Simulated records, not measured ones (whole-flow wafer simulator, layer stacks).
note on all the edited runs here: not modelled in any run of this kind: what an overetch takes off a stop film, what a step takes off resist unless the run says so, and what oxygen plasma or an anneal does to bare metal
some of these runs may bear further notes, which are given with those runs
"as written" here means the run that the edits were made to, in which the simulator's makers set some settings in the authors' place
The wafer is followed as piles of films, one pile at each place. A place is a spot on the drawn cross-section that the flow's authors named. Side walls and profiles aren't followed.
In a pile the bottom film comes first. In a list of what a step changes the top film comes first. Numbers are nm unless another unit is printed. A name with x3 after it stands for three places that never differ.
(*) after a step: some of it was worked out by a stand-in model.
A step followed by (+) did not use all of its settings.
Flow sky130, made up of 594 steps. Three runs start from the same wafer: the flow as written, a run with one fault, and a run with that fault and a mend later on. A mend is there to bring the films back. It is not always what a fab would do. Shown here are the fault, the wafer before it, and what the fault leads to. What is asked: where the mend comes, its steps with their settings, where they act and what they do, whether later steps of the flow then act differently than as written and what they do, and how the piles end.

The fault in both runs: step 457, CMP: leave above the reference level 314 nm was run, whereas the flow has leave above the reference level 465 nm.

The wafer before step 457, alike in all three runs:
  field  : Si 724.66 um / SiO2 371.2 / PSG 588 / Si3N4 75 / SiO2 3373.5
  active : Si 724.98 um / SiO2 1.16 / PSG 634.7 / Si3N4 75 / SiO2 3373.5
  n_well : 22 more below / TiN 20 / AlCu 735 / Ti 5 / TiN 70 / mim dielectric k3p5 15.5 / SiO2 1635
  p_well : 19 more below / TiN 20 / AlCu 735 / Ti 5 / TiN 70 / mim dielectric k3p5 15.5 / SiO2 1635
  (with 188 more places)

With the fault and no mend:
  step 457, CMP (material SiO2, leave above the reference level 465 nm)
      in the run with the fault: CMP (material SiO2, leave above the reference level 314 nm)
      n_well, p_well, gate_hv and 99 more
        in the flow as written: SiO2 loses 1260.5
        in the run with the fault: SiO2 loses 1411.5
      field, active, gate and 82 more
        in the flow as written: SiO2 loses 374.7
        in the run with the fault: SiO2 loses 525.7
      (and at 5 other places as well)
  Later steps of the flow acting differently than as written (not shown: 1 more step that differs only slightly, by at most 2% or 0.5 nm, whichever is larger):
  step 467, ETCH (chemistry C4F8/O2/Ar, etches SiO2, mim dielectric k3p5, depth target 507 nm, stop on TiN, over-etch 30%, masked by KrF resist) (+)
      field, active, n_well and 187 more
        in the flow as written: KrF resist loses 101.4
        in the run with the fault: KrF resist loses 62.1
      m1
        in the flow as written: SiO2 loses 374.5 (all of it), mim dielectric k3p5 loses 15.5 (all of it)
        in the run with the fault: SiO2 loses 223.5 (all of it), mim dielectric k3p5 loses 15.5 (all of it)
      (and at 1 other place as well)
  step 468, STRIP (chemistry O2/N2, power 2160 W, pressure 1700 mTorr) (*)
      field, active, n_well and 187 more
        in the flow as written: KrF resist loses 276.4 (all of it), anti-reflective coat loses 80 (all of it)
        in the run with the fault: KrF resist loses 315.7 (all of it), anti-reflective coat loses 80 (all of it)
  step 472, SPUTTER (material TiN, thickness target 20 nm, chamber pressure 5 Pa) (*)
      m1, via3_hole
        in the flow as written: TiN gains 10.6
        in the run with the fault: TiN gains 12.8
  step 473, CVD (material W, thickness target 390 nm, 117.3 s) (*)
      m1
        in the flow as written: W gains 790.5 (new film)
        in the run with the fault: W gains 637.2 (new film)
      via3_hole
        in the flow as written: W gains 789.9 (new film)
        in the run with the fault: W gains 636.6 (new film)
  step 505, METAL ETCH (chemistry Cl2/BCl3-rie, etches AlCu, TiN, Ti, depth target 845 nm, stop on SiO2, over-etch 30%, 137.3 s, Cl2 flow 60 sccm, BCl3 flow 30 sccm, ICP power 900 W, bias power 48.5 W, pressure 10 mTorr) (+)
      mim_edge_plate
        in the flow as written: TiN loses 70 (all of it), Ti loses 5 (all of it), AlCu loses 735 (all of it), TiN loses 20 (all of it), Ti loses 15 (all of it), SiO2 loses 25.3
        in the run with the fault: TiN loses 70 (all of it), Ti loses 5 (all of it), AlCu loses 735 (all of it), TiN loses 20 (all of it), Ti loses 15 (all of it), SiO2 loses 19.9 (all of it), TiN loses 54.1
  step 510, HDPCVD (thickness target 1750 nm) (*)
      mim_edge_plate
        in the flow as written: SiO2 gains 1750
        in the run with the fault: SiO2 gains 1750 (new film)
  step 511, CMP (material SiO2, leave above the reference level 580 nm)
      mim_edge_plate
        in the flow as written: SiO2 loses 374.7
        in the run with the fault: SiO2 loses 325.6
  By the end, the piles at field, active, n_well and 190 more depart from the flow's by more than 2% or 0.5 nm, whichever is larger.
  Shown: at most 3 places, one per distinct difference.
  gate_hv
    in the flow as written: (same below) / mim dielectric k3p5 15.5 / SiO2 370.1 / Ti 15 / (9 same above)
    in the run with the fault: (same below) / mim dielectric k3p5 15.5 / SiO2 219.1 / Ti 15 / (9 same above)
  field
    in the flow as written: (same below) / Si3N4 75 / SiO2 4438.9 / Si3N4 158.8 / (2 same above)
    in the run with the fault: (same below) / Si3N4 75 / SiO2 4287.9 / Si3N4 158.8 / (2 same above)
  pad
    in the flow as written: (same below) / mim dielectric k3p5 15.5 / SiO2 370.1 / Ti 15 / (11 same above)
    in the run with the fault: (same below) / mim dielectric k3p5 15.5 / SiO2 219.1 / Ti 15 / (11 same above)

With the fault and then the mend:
  After step 457 comes the mend.
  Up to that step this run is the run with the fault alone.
  step 457a, HDPCVD (thickness target 151 nm) (*) (a further turn of the flow's step 456, with different settings)
      field, active, n_well and 189 more
        SiO2 gains 151
  Every later step of the flow that is run acts as written, at every place that is followed, to within 2% or 0.5 nm, whichever is larger.
  The piles end the same as the flow's at every place that both follow.
